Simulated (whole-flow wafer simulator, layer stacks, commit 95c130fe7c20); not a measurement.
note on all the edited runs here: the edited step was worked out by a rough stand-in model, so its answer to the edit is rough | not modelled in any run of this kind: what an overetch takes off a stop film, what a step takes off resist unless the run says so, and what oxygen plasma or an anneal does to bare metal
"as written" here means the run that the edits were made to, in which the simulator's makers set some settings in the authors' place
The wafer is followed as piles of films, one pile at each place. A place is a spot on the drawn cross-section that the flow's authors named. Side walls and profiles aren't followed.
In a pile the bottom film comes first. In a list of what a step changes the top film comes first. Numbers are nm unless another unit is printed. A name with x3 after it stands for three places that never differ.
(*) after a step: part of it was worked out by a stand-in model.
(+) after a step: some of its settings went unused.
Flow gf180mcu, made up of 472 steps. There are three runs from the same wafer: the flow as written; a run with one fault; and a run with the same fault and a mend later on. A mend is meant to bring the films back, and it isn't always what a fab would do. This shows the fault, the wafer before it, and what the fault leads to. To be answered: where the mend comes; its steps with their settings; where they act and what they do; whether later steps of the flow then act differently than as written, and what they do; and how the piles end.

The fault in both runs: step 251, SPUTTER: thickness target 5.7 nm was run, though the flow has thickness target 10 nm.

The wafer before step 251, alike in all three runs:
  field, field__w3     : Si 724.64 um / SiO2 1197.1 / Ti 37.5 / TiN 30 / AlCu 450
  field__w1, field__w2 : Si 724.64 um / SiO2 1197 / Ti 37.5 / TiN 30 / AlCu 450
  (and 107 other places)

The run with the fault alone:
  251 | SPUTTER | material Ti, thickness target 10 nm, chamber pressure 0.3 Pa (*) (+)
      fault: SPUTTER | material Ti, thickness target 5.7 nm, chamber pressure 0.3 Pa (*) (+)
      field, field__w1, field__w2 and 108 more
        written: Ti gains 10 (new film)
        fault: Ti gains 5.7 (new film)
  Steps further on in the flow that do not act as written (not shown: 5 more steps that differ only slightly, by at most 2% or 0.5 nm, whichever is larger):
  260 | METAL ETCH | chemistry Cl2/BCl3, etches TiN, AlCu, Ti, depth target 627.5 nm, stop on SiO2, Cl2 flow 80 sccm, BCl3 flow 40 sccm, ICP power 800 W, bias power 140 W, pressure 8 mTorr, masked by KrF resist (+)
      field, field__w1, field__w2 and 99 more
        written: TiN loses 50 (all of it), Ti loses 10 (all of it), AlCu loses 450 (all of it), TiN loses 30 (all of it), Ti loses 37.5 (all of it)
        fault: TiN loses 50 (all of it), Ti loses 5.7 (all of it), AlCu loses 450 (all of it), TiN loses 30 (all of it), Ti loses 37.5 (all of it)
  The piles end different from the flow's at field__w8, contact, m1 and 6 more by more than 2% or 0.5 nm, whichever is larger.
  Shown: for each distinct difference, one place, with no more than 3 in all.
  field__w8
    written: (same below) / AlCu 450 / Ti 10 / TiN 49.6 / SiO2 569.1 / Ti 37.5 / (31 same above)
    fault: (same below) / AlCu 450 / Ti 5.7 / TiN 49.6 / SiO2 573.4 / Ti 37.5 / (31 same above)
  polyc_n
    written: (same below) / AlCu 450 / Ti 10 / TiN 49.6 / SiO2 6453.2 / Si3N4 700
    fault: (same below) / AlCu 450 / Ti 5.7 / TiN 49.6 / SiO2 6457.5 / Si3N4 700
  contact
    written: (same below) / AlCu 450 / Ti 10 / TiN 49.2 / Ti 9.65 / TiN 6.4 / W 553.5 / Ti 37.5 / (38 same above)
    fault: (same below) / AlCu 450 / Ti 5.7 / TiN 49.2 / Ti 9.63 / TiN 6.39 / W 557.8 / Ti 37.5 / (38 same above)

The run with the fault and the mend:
  The mend stands after step 251.
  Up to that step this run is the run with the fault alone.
  251a | SPUTTER | material Ti, thickness target 4.3 nm, chamber pressure 0.3 Pa (*) (+) (a further turn of the flow's step 251, with different settings)
      field, field__w1, field__w2 and 108 more
        Ti gains 4.3
  Every later step of the flow that is run acts as written at every place that is followed.
  The piles end the same as the flow's at every place that both follow.
